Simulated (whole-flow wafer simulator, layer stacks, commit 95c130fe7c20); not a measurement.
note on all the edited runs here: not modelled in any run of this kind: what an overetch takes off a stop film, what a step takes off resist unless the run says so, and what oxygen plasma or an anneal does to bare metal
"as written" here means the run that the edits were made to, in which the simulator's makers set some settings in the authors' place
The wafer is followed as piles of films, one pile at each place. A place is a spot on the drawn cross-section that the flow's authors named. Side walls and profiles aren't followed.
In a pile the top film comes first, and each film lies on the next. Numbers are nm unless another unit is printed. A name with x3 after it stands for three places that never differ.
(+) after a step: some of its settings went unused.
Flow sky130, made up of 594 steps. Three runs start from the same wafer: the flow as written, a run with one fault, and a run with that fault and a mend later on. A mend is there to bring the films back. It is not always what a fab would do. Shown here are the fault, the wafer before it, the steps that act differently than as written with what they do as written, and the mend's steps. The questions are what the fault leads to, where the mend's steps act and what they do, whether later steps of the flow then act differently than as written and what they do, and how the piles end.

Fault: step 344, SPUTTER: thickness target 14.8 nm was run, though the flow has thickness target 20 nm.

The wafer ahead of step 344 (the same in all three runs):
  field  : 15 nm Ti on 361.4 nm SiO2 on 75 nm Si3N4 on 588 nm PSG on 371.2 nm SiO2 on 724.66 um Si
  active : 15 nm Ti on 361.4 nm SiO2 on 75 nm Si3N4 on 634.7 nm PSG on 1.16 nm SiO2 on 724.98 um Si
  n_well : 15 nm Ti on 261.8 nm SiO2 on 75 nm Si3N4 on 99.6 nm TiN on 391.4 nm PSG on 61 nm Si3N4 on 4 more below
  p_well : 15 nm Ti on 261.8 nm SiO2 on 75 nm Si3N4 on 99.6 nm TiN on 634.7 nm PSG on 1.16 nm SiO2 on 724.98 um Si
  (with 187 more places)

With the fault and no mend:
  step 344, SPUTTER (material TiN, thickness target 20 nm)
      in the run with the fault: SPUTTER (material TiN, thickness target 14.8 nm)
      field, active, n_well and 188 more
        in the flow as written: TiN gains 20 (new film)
        in the run with the fault: TiN gains 14.8 (new film)
  Steps further on in the flow that do not act as written (16 other steps are not shown; they differ only slightly, by no more than 2% or 0.5 nm, whichever is larger):
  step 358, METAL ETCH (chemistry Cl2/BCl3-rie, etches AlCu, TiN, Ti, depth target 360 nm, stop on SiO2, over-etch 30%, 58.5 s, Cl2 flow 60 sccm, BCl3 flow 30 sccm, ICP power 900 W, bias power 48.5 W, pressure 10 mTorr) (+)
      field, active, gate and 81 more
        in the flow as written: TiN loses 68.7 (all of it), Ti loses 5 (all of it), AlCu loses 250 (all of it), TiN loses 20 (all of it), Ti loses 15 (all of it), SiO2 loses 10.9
        in the run with the fault: TiN loses 68.7 (all of it), Ti loses 5 (all of it), AlCu loses 250 (all of it), TiN loses 14.8 (all of it), Ti loses 15 (all of it), SiO2 loses 11.5
  At n_well, p_well, gate_hv and 104 more, the piles at the end differ from the flow's by more than 2% or 0.5 nm, whichever is larger.
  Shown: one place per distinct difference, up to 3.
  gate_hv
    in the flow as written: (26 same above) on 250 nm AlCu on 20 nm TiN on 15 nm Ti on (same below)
    in the run with the fault: (26 same above) on 250 nm AlCu on 14.8 nm TiN on 15 nm Ti on (same below)
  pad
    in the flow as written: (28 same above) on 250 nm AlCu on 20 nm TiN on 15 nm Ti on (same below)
    in the run with the fault: (28 same above) on 250 nm AlCu on 14.8 nm TiN on 15 nm Ti on (same below)
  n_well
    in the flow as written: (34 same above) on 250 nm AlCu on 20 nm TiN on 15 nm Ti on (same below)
    in the run with the fault: (34 same above) on 250 nm AlCu on 14.8 nm TiN on 15 nm Ti on (same below)

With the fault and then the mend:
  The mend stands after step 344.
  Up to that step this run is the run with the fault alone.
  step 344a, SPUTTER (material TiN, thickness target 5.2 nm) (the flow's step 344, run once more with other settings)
      field, active, n_well and 188 more
        TiN gains 5.2
  Later steps of the flow that are run all act as written at every place that is followed.
  The piles end the same as the flow's at every place that both follow.
